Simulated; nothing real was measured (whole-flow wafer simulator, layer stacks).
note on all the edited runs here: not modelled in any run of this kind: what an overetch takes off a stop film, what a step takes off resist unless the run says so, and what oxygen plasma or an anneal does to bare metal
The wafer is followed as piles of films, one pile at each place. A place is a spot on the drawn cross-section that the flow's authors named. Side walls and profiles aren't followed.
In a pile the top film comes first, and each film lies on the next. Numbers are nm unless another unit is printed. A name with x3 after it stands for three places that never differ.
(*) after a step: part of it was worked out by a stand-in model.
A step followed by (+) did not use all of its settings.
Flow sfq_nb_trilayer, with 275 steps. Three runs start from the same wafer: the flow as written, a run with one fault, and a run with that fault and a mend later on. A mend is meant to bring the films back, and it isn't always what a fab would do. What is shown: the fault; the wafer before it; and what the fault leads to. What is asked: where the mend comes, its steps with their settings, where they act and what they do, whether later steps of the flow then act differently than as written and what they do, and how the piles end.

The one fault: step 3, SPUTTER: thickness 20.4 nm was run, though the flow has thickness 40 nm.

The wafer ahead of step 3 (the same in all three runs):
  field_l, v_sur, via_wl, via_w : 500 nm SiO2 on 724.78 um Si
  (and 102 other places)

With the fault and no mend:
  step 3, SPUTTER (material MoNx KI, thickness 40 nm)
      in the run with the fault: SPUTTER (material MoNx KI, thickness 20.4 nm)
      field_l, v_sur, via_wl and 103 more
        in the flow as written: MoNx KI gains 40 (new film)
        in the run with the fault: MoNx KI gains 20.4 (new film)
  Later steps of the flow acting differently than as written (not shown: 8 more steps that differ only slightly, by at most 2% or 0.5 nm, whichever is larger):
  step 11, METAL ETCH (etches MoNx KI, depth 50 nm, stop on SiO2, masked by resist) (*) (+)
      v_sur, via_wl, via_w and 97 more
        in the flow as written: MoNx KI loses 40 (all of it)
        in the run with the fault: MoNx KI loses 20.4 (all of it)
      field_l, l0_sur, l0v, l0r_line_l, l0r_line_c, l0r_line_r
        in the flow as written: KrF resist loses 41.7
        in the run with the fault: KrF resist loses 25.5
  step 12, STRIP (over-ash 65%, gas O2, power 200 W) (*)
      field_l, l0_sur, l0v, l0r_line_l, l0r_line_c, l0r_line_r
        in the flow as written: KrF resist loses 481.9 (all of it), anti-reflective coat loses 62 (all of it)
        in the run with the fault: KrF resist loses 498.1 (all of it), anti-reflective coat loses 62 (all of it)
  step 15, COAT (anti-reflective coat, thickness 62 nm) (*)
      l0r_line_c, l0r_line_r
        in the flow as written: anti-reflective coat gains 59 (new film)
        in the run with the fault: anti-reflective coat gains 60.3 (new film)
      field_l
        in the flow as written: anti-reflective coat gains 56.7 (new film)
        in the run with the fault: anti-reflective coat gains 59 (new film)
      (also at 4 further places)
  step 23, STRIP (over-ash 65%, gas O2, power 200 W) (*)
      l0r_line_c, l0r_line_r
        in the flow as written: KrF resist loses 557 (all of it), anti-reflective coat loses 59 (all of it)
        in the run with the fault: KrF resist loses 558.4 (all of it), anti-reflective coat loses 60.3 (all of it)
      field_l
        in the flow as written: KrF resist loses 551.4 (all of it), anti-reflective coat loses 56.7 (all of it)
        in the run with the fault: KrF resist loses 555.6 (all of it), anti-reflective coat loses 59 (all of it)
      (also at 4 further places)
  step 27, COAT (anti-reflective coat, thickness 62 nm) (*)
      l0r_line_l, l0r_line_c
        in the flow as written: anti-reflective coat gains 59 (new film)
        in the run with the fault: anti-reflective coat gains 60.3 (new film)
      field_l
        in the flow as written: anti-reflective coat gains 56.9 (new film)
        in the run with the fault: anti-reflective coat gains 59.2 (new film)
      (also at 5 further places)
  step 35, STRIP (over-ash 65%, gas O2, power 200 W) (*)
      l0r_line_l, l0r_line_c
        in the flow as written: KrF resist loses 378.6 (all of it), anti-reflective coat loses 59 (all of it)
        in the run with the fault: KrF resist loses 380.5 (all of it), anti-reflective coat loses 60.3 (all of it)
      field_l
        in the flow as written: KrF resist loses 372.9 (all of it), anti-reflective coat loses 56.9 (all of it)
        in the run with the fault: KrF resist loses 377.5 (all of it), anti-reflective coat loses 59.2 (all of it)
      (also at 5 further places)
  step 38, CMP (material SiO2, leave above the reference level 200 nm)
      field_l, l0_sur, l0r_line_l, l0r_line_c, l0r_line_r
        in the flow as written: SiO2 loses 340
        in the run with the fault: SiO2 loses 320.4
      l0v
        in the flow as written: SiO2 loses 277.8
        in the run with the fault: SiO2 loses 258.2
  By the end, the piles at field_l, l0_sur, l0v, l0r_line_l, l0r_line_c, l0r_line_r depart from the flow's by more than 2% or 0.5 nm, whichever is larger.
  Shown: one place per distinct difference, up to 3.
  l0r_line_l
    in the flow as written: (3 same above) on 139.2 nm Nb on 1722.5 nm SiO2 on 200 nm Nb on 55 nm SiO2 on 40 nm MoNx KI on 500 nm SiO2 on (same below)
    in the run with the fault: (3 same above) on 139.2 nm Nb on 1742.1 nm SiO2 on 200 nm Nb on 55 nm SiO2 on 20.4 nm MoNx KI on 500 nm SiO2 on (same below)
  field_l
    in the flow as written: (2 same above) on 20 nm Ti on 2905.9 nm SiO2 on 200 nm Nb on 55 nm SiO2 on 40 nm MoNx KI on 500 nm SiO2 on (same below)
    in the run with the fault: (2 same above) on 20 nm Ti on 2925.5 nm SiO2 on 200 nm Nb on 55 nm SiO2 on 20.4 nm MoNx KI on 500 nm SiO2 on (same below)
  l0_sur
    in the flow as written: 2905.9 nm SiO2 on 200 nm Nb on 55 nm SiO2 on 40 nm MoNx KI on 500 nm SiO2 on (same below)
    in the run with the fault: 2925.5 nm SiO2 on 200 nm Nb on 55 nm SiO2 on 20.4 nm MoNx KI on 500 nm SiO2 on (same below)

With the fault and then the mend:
  After step 9 comes the mend.
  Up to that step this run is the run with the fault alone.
  step 9a, STRIP (over-ash 65%, gas O2, power 200 W) (*)
      v_sur, via_wl, via_w and 97 more
        anti-reflective coat loses 62 (all of it)
      field_l, l0_sur, l0v, l0r_line_l, l0r_line_c, l0r_line_r
        KrF resist loses 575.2 (all of it), anti-reflective coat loses 62 (all of it)
  step 9b, SPUTTER (material MoNx KI, thickness 19.6 nm) (a further turn of the flow's step 3, with different settings)
      field_l, v_sur, via_wl and 103 more
        MoNx KI gains 19.6
  step 9c, COAT (anti-reflective coat, thickness 62 nm) (a further turn of the flow's step 4)
      field_l, v_sur, via_wl and 103 more
        anti-reflective coat gains 62 (new film)
  step 9d, COAT (KrF resist, thickness 600 nm) (a further turn of the flow's step 5)
      field_l, v_sur, via_wl and 103 more
        KrF resist gains 600 (new film)
  step 9e, SOFTBAKE (KrF resist) (a further turn of the flow's step 6)
      leaves every film unchanged at each place that is followed
  step 9f, EXPOSE (photomask L0, dose 11.59 mJ/cm2, NA 0.6, wavelength 248 nm) (*) (a further turn of the flow's step 7)
      leaves every film unchanged at each place that is followed
  step 9g, PEB (KrF resist, 90 s) (a further turn of the flow's step 8)
      field_l, v_sur, via_wl and 103 more
        KrF resist loses 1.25
  step 9h, DEVELOP (KrF resist, thickness 600 nm, 60 s) (a further turn of the flow's step 9)
      v_sur, via_wl, via_w and 97 more
        KrF resist loses 598.7 (all of it)
      field_l, l0_sur, l0v, l0r_line_l, l0r_line_c, l0r_line_r
        KrF resist loses 23.5
  Later steps of the flow that are run all act as written at every place that is followed.
  The piles end the same as the flow's at every place that both follow.
